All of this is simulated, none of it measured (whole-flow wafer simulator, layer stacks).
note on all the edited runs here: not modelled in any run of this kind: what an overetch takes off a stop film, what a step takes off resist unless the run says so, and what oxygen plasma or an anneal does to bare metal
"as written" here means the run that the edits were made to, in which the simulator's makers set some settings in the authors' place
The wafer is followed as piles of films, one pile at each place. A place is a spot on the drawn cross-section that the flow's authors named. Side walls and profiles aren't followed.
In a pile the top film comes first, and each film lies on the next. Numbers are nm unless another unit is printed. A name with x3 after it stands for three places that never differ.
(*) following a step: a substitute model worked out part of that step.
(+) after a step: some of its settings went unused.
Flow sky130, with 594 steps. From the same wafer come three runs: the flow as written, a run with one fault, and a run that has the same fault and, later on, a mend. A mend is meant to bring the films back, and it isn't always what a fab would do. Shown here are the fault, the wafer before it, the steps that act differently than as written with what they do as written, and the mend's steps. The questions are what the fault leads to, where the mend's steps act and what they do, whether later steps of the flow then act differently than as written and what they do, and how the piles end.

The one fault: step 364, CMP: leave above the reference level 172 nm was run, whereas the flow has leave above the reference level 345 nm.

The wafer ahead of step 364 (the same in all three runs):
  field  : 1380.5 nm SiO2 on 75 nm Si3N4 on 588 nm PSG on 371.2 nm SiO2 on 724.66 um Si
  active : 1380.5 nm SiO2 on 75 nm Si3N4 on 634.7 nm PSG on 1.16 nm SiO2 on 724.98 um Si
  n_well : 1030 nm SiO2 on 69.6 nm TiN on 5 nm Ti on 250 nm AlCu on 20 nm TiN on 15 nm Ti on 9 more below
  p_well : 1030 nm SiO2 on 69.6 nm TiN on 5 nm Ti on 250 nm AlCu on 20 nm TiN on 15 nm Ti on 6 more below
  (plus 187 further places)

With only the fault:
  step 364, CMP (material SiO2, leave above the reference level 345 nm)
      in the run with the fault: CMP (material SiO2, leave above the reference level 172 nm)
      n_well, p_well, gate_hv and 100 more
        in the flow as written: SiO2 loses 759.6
        in the run with the fault: SiO2 loses 932.6
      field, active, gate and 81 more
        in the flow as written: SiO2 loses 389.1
        in the run with the fault: SiO2 loses 562.1
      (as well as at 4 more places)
  Steps later in the flow that act otherwise than as written (10 more steps, not shown, differ only slightly: by at most 2% or 0.5 nm, whichever is larger):
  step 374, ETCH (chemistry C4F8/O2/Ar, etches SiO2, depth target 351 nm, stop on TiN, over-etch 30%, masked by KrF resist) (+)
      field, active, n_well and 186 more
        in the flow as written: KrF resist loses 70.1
        in the run with the fault: KrF resist loses 25.2
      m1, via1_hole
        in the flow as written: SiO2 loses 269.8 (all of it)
        in the run with the fault: SiO2 loses 96.8 (all of it)
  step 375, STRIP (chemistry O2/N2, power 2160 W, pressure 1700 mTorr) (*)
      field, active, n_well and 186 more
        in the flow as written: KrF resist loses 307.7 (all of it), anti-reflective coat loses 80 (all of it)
        in the run with the fault: KrF resist loses 352.7 (all of it), anti-reflective coat loses 80 (all of it)
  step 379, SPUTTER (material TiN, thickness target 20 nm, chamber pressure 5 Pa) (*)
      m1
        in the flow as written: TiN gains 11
        in the run with the fault: TiN gains 15.1
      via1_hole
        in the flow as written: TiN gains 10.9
        in the run with the fault: TiN gains 15.1
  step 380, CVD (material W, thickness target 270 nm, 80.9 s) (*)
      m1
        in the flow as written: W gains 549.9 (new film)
        in the run with the fault: W gains 372.7 (new film)
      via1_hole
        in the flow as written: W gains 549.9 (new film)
        in the run with the fault: W gains 372.8 (new film)
  The piles end different from the flow's at field, active, n_well and 190 more by more than 2% or 0.5 nm, whichever is larger.
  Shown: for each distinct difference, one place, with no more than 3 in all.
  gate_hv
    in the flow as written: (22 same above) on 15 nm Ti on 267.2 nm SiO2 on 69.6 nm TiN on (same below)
    in the run with the fault: (22 same above) on 15 nm Ti on 94.2 nm SiO2 on 69.6 nm TiN on (same below)
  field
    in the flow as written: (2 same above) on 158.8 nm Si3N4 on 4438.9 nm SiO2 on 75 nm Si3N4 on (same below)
    in the run with the fault: (2 same above) on 158.8 nm Si3N4 on 4265.9 nm SiO2 on 75 nm Si3N4 on (same below)
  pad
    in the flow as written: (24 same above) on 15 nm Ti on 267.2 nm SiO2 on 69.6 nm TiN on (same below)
    in the run with the fault: (24 same above) on 15 nm Ti on 94.2 nm SiO2 on 69.6 nm TiN on (same below)

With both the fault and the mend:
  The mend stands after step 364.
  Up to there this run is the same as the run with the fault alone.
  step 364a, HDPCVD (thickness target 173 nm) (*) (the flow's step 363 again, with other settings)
      field, active, n_well and 188 more
        SiO2 gains 173
  Every later step of the flow that is run acts as written, at every place that is followed, to within 2% or 0.5 nm, whichever is larger.
  By the end, the piles equal the flow's at every place that both follow.
